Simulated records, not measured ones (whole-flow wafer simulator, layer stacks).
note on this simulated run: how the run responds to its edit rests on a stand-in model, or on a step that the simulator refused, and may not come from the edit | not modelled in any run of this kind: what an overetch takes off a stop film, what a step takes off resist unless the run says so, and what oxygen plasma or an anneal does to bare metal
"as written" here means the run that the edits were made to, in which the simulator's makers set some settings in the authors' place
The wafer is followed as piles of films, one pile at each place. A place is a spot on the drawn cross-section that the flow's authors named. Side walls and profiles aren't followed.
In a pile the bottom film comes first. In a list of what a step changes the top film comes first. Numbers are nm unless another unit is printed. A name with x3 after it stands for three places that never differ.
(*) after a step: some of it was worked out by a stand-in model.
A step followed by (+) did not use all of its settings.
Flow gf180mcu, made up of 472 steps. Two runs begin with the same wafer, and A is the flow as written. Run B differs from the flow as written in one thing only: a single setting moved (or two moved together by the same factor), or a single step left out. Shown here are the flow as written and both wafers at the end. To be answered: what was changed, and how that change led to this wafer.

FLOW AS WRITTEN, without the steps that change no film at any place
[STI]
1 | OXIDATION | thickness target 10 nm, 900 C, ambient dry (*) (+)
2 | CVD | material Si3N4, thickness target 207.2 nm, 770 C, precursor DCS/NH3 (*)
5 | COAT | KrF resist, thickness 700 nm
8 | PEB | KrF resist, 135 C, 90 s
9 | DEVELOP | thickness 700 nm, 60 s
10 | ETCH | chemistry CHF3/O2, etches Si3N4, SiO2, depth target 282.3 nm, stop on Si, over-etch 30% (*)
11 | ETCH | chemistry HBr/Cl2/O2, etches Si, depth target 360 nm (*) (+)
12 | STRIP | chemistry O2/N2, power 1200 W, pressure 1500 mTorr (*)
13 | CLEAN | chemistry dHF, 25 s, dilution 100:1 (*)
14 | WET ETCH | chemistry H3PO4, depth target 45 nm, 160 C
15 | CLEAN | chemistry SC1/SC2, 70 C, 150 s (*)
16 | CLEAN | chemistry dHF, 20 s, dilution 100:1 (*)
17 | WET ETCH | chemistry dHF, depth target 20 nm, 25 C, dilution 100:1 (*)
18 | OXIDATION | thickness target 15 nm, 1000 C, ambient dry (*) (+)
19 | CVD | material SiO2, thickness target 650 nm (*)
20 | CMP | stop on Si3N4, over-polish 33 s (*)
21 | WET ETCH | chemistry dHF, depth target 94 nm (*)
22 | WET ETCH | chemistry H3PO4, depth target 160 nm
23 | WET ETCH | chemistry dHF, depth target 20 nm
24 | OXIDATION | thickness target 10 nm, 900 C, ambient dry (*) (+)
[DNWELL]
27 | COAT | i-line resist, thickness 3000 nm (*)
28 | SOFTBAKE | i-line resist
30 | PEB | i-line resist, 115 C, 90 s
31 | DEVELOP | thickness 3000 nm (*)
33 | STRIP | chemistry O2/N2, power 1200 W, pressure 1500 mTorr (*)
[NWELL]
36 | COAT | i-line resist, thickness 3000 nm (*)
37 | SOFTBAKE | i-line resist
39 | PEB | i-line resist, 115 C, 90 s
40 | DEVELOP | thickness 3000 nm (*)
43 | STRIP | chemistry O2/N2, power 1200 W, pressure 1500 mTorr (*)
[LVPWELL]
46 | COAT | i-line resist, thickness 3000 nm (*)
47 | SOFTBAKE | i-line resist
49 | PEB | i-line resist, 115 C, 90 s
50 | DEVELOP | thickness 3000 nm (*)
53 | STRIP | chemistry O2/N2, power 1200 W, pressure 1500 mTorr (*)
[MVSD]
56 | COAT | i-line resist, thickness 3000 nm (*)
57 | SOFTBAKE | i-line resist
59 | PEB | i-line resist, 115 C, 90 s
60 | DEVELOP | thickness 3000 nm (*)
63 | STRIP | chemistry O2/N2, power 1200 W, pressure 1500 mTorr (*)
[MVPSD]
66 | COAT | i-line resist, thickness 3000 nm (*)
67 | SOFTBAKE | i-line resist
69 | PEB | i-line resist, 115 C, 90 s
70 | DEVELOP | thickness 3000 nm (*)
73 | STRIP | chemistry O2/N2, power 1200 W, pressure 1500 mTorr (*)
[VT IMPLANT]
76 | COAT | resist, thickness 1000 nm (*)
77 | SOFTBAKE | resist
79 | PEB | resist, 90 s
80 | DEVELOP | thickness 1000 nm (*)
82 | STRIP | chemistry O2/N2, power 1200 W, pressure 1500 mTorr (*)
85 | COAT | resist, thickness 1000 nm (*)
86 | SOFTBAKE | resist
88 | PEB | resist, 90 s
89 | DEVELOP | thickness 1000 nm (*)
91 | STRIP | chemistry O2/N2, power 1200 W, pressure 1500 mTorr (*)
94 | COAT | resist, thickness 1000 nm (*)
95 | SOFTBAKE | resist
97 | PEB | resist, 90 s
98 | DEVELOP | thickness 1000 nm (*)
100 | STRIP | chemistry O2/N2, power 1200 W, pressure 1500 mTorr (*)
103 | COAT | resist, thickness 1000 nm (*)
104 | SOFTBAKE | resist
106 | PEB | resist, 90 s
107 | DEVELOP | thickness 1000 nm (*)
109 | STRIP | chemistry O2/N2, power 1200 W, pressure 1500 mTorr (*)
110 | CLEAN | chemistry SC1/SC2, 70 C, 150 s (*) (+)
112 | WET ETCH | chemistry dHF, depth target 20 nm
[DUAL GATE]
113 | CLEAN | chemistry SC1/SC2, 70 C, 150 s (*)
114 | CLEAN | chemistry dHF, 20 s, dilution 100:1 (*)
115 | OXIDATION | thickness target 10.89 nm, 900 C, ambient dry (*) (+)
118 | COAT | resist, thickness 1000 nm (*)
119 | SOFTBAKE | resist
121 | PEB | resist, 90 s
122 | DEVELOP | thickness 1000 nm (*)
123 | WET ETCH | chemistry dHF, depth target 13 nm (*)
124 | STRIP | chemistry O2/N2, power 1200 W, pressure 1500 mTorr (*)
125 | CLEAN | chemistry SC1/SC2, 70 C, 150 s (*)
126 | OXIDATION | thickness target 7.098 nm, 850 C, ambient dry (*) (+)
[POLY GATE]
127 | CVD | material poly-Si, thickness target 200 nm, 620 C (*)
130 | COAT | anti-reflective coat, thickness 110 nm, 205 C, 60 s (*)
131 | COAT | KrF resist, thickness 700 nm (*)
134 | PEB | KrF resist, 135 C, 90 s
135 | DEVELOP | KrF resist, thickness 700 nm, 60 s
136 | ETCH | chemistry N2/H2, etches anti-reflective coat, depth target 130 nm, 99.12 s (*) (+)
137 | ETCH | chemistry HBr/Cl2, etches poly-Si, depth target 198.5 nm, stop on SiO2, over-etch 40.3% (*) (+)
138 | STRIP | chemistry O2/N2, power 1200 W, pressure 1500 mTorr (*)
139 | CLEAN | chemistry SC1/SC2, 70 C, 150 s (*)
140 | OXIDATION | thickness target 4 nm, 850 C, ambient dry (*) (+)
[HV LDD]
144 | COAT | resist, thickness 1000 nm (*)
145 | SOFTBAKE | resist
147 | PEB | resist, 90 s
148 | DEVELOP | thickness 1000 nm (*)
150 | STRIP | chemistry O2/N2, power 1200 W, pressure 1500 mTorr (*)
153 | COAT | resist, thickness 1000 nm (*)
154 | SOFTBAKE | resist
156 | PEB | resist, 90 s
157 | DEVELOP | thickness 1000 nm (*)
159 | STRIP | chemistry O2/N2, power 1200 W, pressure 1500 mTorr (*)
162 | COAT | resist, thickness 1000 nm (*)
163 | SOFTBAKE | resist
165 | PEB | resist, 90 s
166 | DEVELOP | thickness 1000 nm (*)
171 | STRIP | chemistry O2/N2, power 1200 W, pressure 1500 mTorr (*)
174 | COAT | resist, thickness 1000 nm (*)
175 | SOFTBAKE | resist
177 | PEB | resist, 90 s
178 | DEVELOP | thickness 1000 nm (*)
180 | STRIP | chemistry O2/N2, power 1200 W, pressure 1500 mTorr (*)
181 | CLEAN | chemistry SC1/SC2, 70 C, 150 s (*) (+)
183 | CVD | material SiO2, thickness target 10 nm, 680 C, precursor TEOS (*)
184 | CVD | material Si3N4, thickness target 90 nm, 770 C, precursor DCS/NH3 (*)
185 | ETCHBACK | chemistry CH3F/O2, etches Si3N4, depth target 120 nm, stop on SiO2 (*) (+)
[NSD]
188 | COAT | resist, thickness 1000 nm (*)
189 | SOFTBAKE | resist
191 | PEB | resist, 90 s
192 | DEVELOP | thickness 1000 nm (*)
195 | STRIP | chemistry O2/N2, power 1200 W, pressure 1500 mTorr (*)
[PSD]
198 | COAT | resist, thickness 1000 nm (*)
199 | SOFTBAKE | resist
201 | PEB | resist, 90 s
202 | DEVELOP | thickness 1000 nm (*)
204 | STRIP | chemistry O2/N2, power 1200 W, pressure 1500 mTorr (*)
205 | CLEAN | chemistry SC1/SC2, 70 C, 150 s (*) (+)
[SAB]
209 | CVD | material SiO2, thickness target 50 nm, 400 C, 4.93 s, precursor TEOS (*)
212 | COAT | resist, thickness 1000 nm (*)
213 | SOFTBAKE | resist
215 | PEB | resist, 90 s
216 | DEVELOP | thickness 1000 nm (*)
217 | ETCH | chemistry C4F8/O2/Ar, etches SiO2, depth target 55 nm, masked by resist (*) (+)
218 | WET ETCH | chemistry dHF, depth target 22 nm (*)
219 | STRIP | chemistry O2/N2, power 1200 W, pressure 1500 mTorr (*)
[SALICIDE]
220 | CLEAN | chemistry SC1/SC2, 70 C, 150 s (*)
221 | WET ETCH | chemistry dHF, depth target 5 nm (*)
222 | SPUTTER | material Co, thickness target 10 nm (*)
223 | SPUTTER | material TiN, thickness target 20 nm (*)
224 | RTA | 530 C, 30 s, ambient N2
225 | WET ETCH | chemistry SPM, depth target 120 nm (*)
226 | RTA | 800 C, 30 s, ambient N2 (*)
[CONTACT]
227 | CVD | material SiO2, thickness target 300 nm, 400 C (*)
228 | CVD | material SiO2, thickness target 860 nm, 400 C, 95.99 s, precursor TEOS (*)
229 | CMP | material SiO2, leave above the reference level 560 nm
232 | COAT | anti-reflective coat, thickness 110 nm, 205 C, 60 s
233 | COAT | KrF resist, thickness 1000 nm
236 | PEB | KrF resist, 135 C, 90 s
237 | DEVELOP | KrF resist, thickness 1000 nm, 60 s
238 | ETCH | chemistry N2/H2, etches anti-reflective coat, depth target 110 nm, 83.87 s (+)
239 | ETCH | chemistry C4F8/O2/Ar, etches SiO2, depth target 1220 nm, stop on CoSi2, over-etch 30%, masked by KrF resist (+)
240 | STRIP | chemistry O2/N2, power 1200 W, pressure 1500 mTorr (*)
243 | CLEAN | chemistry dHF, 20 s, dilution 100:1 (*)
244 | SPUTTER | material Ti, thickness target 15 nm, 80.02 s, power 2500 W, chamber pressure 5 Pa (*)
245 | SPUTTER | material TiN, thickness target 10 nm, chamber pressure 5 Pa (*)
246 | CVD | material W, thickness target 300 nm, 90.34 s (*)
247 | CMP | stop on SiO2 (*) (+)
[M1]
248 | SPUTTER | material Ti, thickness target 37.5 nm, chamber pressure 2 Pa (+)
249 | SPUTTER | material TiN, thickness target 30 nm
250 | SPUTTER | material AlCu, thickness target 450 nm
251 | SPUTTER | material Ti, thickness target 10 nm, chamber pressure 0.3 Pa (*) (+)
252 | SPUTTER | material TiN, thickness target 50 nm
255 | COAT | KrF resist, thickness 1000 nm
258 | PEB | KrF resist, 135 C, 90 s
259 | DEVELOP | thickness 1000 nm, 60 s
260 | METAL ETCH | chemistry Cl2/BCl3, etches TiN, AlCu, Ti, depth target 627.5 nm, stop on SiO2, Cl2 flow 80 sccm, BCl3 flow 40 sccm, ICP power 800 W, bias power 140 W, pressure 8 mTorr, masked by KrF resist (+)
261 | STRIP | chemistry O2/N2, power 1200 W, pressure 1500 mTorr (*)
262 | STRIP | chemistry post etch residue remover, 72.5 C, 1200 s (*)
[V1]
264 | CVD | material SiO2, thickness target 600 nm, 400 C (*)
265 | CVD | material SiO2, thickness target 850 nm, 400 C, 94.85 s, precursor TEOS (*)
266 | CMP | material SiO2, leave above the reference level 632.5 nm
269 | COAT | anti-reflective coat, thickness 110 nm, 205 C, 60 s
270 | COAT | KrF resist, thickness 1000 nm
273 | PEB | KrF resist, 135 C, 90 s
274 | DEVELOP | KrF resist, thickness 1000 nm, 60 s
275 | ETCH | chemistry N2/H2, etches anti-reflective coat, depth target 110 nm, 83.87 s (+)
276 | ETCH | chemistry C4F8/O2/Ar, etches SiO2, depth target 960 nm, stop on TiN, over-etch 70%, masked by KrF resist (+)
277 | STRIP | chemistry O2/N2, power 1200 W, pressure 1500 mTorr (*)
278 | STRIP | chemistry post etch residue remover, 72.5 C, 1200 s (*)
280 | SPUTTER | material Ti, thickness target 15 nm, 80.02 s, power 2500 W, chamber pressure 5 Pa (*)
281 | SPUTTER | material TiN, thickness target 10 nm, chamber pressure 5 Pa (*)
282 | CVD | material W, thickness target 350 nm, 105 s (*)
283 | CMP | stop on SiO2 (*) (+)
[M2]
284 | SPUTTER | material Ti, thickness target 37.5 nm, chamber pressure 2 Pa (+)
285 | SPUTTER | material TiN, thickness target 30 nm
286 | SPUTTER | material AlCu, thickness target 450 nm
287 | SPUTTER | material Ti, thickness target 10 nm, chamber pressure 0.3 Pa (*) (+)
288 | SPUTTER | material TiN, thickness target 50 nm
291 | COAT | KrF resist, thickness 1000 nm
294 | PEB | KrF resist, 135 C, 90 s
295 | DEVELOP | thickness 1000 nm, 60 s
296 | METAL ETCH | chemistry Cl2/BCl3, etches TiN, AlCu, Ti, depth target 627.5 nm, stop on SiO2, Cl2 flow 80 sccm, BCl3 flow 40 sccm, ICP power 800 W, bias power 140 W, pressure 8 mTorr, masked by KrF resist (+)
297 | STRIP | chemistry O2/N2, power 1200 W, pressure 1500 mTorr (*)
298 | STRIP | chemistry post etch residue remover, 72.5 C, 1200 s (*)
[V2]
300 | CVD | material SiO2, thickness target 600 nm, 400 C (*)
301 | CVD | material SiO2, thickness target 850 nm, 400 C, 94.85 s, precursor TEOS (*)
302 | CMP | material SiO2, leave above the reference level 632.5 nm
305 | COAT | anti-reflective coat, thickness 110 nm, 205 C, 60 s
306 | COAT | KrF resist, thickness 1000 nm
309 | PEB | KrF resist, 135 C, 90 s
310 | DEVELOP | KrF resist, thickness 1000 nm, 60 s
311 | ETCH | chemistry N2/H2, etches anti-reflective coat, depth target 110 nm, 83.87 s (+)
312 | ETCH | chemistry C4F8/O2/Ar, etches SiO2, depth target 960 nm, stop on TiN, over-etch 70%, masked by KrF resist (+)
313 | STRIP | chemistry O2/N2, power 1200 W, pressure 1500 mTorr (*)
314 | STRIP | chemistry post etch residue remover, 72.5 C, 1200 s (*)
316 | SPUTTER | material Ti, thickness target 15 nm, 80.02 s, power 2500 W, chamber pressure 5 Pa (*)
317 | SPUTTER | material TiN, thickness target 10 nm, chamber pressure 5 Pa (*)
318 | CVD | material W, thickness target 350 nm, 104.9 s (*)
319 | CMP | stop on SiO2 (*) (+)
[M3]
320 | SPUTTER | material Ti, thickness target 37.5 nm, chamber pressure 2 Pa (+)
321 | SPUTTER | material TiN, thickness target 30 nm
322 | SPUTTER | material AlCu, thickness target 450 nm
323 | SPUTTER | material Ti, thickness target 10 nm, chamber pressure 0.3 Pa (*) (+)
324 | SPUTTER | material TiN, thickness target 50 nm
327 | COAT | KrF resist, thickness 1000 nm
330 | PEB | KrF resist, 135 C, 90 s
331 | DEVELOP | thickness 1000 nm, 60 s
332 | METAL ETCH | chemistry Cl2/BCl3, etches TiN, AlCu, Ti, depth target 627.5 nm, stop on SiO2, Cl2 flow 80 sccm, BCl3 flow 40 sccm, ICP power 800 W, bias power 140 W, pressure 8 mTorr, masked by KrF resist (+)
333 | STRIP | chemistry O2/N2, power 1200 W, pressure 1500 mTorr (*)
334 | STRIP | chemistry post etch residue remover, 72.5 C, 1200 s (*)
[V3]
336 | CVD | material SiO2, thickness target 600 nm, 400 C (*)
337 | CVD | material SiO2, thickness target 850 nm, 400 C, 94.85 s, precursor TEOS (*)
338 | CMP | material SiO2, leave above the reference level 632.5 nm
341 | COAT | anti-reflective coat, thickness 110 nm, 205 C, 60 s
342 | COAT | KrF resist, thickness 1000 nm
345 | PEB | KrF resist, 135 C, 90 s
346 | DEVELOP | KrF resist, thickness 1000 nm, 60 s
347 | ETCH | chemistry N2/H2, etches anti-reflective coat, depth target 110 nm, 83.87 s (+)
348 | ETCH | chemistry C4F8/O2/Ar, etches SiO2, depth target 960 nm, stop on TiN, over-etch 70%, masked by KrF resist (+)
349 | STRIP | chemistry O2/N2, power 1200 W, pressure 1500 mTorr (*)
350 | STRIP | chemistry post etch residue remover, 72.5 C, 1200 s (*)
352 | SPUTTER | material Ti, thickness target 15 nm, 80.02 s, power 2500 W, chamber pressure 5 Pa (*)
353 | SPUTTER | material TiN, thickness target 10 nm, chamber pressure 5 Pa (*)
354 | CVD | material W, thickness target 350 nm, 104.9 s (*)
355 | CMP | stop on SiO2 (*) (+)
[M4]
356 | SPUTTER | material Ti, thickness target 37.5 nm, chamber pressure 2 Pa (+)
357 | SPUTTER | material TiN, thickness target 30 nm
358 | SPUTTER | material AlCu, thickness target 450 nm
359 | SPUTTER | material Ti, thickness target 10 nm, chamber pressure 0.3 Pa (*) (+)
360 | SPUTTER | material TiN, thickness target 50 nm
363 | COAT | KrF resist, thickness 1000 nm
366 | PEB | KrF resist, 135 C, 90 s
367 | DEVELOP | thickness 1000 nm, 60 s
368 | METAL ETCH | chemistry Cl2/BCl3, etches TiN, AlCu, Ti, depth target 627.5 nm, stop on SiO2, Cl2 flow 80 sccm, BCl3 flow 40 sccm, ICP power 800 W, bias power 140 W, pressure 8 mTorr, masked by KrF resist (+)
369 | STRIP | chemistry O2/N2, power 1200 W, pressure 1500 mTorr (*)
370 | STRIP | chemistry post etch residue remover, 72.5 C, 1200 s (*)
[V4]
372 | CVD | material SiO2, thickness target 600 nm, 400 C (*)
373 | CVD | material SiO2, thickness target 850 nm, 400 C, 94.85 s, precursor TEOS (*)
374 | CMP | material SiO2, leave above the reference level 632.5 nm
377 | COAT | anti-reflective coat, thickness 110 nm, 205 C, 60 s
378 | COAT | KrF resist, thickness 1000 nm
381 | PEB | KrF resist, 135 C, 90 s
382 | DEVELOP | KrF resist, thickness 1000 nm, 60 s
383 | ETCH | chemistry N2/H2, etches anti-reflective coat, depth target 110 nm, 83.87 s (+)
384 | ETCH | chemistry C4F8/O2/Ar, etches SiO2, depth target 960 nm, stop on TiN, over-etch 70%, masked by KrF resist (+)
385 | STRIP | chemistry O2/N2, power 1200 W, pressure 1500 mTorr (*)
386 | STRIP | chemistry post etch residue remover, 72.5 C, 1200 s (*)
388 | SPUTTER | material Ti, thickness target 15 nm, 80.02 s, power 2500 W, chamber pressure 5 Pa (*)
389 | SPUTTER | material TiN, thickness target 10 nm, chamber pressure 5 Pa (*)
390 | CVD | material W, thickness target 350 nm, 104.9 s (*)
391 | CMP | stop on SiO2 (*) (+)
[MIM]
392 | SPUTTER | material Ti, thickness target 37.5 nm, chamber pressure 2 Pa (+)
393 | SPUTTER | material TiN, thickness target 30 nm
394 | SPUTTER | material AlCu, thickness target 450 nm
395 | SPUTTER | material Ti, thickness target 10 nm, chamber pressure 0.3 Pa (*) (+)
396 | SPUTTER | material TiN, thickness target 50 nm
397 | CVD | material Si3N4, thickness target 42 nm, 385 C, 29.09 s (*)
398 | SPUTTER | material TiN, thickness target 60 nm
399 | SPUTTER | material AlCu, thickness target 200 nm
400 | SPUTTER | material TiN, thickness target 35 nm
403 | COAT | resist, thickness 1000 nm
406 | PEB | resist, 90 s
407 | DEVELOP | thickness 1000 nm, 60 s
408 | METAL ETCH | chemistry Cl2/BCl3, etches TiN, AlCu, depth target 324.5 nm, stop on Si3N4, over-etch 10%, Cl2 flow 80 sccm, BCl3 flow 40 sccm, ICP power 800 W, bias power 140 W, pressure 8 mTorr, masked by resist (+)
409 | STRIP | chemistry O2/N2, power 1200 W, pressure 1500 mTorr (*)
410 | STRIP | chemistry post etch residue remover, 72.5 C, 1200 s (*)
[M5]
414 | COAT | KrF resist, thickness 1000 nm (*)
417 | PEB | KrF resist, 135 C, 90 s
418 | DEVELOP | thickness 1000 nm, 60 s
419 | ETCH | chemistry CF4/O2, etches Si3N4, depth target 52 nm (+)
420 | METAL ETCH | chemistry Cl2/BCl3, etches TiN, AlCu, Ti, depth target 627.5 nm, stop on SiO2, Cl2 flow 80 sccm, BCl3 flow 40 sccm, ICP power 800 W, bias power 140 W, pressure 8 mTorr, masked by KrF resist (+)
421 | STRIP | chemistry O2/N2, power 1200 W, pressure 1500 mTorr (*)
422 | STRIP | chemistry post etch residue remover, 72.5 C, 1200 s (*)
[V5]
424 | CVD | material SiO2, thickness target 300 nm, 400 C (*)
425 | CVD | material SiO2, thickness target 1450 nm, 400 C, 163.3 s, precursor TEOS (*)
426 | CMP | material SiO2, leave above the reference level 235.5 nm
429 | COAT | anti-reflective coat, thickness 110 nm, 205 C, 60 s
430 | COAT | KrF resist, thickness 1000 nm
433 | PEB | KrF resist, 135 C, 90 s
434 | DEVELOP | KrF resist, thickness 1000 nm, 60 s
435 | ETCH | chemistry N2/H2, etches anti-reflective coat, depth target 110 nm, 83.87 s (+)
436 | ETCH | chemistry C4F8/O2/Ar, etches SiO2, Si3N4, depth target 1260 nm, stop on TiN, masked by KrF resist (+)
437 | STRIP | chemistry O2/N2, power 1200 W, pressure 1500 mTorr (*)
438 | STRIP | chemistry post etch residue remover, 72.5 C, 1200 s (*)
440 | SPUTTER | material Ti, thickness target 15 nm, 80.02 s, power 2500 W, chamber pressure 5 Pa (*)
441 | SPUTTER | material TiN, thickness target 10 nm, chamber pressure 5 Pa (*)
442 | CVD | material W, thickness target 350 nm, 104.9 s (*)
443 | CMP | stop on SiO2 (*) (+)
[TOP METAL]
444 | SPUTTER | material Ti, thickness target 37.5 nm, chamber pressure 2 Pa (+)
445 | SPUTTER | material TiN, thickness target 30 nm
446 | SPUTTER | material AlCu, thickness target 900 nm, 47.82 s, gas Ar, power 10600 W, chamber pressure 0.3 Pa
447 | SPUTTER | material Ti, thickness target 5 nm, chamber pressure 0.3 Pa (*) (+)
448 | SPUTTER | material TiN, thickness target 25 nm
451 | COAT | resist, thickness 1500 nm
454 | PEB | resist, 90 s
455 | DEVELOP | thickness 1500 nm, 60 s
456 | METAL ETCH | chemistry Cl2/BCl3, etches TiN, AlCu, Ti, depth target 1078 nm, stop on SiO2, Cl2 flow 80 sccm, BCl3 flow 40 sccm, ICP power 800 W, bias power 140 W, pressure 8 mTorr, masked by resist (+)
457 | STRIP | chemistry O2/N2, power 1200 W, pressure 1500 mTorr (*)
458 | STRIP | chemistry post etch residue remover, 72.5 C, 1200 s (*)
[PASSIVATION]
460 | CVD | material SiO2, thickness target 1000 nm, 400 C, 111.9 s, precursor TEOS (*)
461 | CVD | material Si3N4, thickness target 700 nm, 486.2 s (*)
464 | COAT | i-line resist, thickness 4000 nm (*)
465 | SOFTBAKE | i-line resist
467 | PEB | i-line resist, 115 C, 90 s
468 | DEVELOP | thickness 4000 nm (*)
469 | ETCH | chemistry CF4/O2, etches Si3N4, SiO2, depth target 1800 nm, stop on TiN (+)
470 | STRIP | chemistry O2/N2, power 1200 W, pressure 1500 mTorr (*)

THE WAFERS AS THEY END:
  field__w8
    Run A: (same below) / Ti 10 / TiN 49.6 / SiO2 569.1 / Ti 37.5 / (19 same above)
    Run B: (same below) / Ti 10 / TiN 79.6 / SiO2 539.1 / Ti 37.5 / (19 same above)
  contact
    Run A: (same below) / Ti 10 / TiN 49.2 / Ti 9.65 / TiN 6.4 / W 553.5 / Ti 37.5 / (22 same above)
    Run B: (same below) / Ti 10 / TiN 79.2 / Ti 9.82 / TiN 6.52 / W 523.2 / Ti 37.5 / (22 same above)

Cause: step 324, SPUTTER: thickness target 80 nm was run, while the flow as written has thickness target 50 nm.

The path from the change to this, step by step:
  324 | SPUTTER | material TiN, thickness target 50 nm
      field, field__w1, field__w2 and 108 more: A +50 TiN (new film) | B +80 TiN (new film)
  332 | METAL ETCH | chemistry Cl2/BCl3, etches TiN, AlCu, Ti, depth target 627.5 nm, stop on SiO2, Cl2 flow 80 sccm, BCl3 flow 40 sccm, ICP power 800 W, bias power 140 W, pressure 8 mTorr, masked by KrF resist (+)
      field, field__w1, field__w2 and 103 more: A -50 TiN (all of it), -10 Ti (all of it), -450 AlCu (all of it), -30 TiN (all of it), -37.5 Ti (all of it) | B -80 TiN (all of it), -10 Ti (all of it), -450 AlCu (all of it), -30 TiN (all of it), -37.5 Ti (all of it)
  338 | CMP | material SiO2, leave above the reference level 632.5 nm
      field__w8, contact, m1, m1__w1, m1_nw: A -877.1 SiO2 | B -907.1 SiO2
  348 | ETCH | chemistry C4F8/O2/Ar, etches SiO2, depth target 960 nm, stop on TiN, over-etch 70%, masked by KrF resist (+)
      field, field__w1, field__w2 and 107 more: A -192 KrF resist | B -184.3 KrF resist
      contact: A -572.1 SiO2 (all of it) | B -542.1 SiO2 (all of it)
  354 | CVD | material W, thickness target 350 nm, 104.9 s (*)
      contact: A +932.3 W (new film) | B +902 W (new film)
